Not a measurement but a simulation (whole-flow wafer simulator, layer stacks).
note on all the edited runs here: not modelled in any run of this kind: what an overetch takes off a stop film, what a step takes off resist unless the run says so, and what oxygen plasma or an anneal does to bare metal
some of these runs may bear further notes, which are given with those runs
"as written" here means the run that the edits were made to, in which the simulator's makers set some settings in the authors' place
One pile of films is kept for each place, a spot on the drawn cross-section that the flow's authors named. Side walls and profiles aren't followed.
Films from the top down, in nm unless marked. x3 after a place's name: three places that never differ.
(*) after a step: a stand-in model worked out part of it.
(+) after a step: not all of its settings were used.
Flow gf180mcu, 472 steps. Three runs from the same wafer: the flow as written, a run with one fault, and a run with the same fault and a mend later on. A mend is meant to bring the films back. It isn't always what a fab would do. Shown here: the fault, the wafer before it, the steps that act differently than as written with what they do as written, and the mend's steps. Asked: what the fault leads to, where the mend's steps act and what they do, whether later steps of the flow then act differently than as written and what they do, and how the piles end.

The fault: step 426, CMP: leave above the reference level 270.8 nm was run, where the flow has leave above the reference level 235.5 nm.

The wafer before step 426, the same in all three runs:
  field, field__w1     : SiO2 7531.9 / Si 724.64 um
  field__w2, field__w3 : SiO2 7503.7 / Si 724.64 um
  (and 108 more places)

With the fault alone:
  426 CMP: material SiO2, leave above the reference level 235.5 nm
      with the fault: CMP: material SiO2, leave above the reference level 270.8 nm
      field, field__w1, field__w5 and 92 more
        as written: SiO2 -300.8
        with the fault: SiO2 -265.5
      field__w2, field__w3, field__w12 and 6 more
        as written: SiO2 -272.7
        with the fault: SiO2 -237.4
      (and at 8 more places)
  Later steps of the flow that act differently than as written (2 more steps differ only slightly, by at most 2% or 0.5 nm, whichever is larger, and aren't shown):
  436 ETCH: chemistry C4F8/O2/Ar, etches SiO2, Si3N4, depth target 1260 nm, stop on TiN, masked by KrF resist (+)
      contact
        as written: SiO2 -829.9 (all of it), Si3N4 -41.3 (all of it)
        with the fault: SiO2 -865.2 (all of it), Si3N4 -41.3 (all of it)
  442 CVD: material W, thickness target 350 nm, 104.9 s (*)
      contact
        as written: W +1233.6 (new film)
        with the fault: W +1269.2 (new film)
  At the end the piles differ from the flow's by more than 2% or 0.5 nm, whichever is larger, at field__w8, contact, m1, m1__w1, mim, m1_nw.
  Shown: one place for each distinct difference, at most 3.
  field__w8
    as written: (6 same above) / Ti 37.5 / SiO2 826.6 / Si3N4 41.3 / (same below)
    with the fault: (6 same above) / Ti 37.5 / SiO2 861.9 / Si3N4 41.3 / (same below)
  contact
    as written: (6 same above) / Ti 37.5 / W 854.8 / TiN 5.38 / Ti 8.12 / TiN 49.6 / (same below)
    with the fault: (6 same above) / Ti 37.5 / W 890.4 / TiN 5.27 / Ti 7.96 / TiN 49.6 / (same below)
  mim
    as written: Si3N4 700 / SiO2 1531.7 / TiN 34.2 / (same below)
    with the fault: Si3N4 700 / SiO2 1567 / TiN 34.2 / (same below)

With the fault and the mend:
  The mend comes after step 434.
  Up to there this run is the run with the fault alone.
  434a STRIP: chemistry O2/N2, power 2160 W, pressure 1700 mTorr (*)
      field, field__w1, field__w2 and 108 more
        KrF resist -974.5 (all of it), anti-reflective coat -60 (all of it)
      contact
        anti-reflective coat -60 (all of it)
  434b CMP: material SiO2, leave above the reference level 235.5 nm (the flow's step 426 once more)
      field, field__w1, field__w2 and 109 more
        SiO2 -35.3
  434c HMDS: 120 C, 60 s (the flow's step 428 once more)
      changes no film at any place that is followed
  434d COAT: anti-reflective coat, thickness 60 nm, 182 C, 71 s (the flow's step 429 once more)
      field, field__w1, field__w2 and 109 more
        anti-reflective coat +60 (new film)
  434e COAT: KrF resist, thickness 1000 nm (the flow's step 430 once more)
      field, field__w1, field__w2 and 109 more
        KrF resist +1000 (new film)
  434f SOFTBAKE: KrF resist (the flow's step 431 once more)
      changes no film at any place that is followed
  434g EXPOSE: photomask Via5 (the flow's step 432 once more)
      changes no film at any place that is followed
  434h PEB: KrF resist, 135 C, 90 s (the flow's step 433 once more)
      field, field__w1, field__w2 and 109 more
        KrF resist -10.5
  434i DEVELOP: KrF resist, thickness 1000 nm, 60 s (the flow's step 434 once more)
      field, field__w1, field__w2 and 108 more
        KrF resist -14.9
      contact
        KrF resist -989.5 (all of it)
  No later step of the flow acts differently than as written at any place that is followed.
  At the end the piles are the same as the flow's at every place that both follow.
